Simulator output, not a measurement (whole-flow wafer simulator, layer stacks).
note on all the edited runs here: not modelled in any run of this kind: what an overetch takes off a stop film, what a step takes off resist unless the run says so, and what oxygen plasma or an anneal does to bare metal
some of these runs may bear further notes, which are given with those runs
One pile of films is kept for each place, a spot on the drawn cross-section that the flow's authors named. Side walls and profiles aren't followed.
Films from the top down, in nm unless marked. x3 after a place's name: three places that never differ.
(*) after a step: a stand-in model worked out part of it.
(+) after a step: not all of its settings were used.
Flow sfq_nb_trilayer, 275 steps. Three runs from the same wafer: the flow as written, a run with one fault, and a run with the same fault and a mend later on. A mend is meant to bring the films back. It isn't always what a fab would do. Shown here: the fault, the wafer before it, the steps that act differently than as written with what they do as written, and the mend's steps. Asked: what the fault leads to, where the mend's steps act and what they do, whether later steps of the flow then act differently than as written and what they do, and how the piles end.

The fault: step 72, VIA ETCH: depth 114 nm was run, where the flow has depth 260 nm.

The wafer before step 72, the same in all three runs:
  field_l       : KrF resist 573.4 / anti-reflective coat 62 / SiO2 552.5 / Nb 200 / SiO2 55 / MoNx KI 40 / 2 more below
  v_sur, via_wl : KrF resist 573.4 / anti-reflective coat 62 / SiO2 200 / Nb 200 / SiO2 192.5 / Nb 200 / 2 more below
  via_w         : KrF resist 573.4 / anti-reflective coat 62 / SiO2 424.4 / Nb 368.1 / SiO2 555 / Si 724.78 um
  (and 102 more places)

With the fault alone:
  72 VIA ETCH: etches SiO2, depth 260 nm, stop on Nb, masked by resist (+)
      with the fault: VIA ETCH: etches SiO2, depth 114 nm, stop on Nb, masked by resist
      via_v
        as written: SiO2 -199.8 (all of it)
        with the fault: SiO2 -114
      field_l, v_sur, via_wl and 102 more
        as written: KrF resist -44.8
        with the fault: KrF resist -19.7
  Later steps of the flow that act differently than as written (3 more steps differ only slightly, by at most 2% or 0.5 nm, whichever is larger, and aren't shown):
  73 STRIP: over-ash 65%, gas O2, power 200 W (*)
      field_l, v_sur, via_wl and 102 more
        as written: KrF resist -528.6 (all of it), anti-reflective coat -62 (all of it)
        with the fault: KrF resist -553.8 (all of it), anti-reflective coat -62 (all of it)
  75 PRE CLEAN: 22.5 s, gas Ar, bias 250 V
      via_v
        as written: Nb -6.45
        with the fault: SiO2 -7.5
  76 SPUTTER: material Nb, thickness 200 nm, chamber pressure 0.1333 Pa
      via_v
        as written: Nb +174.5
        with the fault: Nb +191.4 (new film)
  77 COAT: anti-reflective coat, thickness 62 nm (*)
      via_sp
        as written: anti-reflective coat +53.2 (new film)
        with the fault: anti-reflective coat +51.3 (new film)
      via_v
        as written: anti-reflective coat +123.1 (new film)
        with the fault: anti-reflective coat +109.5 (new film)
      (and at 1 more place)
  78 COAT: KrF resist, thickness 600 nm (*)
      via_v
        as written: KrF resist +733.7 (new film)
        with the fault: KrF resist +658.6 (new film)
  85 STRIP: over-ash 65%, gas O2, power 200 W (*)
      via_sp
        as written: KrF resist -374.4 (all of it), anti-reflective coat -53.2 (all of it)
        with the fault: KrF resist -382.6 (all of it), anti-reflective coat -51.3 (all of it)
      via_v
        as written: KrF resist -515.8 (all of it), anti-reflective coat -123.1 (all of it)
        with the fault: KrF resist -440.8 (all of it), anti-reflective coat -109.5 (all of it)
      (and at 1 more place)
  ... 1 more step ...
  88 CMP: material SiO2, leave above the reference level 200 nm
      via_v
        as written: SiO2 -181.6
        with the fault: SiO2 -177.3
  At the end the piles differ from the flow's by more than 2% or 0.5 nm, whichever is larger, at via_v.
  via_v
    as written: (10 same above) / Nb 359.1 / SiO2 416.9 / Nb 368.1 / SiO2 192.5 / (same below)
    with the fault: (10 same above) / Nb 359.1 / SiO2 315.2 / Nb 191.4 / SiO2 78.3 / Nb 200 / SiO2 192.5 / (same below)

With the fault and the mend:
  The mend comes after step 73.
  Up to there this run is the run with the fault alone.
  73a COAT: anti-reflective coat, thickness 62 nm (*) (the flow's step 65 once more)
      p4_fl x3, p4_w1 x9, p4_g1 x2 and 63 more
        anti-reflective coat +62 (new film)
      c5j, ce_r, sp_r and 13 more
        anti-reflective coat +61.9 (new film)
      field_l, v_sur, gap, jj_sur, ce_l
        anti-reflective coat +61.8 (new film)
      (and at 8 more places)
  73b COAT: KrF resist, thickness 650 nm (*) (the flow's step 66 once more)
      p4_fl x3, p4_w1 x9, p4_g1 x2 and 63 more
        KrF resist +650 (new film)
      r_end, moat, field_r, lsp_l, ln_m5, lsp_m
        KrF resist +649.7 (new film)
      ln_m6, lsp_r, l0_sur, l0v
        KrF resist +649.8 (new film)
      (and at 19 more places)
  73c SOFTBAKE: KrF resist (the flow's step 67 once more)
      changes no film at any place that is followed
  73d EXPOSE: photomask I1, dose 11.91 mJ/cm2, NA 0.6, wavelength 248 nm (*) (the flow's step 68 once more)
      changes no film at any place that is followed
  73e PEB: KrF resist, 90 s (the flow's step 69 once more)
      via_sp, wire, ce_l and 93 more
        KrF resist -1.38
      field_l, v_sur, via_wl and 6 more
        KrF resist -1.37
      via_v
        KrF resist -1.52
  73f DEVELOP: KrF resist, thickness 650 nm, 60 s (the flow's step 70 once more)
      field_l, v_sur, via_wl and 102 more
        KrF resist -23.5
      via_v
        KrF resist -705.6 (all of it)
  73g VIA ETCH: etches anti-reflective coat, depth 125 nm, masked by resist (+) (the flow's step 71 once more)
      field_l, v_sur, via_wl and 102 more
        KrF resist -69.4
      via_v
        anti-reflective coat -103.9 (all of it), SiO2 -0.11
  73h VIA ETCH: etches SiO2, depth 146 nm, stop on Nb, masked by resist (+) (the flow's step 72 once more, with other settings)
      field_l, v_sur, via_wl and 102 more
        KrF resist -22.2
      via_v
        SiO2 -85.7 (all of it)
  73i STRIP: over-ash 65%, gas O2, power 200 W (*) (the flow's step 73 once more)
      p4_fl x3, p4_w1 x9, p4_g1 x2 and 63 more
        KrF resist -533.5 (all of it), anti-reflective coat -62 (all of it)
      moat, field_r, lsp_l, ln_m5, lsp_m, ln_m6, l0v
        KrF resist -533.2 (all of it), anti-reflective coat -61.9 (all of it)
      r_sur, res, r_end
        KrF resist -533.1 (all of it), anti-reflective coat -61.9 (all of it)
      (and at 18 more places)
  No later step of the flow acts differently than as written, at any place that is followed, by more than 2% or 0.5 nm, whichever is larger.
  At the end the piles differ from the flow's only slightly at the places that both follow, by at most 2% or 0.5 nm, whichever is larger.
